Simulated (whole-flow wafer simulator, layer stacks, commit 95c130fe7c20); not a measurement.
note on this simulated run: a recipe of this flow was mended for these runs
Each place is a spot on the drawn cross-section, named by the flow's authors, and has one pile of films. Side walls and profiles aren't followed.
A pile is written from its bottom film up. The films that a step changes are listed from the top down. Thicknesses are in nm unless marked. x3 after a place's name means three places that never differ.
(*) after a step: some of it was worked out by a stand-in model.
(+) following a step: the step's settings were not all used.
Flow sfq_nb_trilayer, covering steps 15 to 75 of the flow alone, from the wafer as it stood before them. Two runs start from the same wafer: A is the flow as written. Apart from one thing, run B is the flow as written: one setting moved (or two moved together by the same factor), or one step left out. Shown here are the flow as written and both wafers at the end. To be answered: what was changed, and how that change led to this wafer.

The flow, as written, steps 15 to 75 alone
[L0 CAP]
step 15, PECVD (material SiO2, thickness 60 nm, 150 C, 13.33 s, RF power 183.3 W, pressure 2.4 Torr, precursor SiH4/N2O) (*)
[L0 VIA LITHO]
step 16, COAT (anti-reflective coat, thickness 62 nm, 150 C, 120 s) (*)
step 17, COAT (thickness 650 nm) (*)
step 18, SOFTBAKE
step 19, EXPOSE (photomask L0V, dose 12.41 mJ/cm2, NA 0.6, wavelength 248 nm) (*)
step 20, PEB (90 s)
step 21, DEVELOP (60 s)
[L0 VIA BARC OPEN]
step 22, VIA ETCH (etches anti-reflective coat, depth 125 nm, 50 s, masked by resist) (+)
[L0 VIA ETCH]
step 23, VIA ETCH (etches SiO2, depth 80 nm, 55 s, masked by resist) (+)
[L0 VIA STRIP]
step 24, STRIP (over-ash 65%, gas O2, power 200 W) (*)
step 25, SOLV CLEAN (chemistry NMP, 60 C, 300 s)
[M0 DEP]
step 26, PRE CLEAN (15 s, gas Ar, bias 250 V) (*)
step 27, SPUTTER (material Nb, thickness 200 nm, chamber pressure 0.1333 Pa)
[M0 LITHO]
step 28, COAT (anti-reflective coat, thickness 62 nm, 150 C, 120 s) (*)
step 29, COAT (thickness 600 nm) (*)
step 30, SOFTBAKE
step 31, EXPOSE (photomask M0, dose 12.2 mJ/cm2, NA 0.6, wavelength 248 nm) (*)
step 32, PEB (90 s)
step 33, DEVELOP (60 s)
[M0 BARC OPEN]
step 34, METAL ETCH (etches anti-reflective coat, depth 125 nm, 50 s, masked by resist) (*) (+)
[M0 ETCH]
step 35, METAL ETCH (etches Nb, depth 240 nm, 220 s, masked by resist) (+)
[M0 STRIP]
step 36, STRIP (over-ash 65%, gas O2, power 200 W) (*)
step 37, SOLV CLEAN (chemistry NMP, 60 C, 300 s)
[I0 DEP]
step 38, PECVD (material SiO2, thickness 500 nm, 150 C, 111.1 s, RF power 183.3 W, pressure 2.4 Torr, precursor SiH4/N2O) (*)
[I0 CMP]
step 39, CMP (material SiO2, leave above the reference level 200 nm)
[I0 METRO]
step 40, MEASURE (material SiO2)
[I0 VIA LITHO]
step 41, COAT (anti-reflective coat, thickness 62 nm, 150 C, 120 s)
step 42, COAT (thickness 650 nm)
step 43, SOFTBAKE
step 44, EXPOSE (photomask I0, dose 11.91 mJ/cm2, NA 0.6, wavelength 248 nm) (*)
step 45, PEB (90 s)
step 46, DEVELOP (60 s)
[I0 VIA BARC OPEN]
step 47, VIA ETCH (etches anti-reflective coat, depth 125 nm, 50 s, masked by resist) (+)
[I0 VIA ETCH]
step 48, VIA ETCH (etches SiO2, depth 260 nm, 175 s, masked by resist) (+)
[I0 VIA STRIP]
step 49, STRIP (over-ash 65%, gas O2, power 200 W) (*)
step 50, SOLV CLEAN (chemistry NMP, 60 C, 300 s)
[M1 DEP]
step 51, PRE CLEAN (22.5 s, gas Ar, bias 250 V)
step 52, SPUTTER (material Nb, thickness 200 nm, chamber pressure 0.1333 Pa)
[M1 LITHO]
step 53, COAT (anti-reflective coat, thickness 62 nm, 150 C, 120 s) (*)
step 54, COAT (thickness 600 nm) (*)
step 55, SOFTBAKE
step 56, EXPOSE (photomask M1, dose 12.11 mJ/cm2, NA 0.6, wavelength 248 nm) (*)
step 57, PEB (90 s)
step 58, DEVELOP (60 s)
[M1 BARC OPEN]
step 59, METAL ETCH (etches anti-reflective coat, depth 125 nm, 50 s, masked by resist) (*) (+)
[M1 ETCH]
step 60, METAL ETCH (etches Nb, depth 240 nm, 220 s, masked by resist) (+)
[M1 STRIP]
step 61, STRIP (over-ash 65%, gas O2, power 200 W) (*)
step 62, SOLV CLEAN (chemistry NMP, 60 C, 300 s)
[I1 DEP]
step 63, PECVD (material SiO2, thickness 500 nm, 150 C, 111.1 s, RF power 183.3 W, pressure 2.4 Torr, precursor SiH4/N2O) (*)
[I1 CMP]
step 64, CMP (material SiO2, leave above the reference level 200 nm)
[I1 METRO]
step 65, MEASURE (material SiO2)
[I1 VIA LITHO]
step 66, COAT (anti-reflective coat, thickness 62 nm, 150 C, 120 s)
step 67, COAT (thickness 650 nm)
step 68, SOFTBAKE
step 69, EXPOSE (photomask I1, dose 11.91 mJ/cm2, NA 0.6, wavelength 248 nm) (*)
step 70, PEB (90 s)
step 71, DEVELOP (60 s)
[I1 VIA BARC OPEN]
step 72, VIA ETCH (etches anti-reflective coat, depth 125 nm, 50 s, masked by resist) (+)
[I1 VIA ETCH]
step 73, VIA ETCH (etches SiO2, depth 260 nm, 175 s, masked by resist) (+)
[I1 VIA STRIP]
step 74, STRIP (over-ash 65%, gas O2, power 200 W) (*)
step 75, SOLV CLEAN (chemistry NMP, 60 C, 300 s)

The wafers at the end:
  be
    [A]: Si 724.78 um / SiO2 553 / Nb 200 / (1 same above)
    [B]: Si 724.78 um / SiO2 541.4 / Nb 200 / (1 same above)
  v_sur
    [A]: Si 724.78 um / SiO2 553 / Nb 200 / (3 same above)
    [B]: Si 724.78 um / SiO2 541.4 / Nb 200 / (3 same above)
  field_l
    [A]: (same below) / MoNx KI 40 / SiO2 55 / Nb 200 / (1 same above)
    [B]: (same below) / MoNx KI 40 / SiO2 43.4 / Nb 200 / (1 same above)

The reason: step 15, PECVD: RF power 128.3 W was run, though the flow has RF power 183.3 W.

How this came from the change, step by step:
  step 15, PECVD (material SiO2, thickness 60 nm, 150 C, 13.33 s, RF power 183.3 W, pressure 2.4 Torr, precursor SiH4/N2O) (*)
      v_sur, via_wl, via_w and 97 more: A +60 SiO2 | B +48.4 SiO2
      field_l, l0_sur, l0v, l0r_line_l, l0r_line_c, l0r_line_r: A +60 SiO2 (new film) | B +48.4 SiO2 (new film)
  step 23, VIA ETCH (etches SiO2, depth 80 nm, 55 s, masked by resist) (+)
      l0v: A -59.7 SiO2 (all of it), -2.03 MoNx KI | B -48.1 SiO2 (all of it), -3.19 MoNx KI
  step 28, COAT (anti-reflective coat, thickness 62 nm, 150 C, 120 s) (*)
      l0_sur: A +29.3 anti-reflective coat (new film) | B +32.8 anti-reflective coat (new film)
      l0v: A +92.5 anti-reflective coat (new film) | B +87.3 anti-reflective coat (new film)
  step 36, STRIP (over-ash 65%, gas O2, power 200 W) (*)
      l0_sur: A -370 KrF-resist-other-grade (all of it), -29.3 anti-reflective coat (all of it) | B -368.1 KrF-resist-other-grade (all of it), -32.8 anti-reflective coat (all of it)
      l0v: A -374.1 KrF-resist-other-grade (all of it), -92.5 anti-reflective coat (all of it) | B -369.3 KrF-resist-other-grade (all of it), -87.3 anti-reflective coat (all of it)
  step 39, CMP (material SiO2, leave above the reference level 200 nm)
      l0v: A -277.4 SiO2 | B -289.6 SiO2
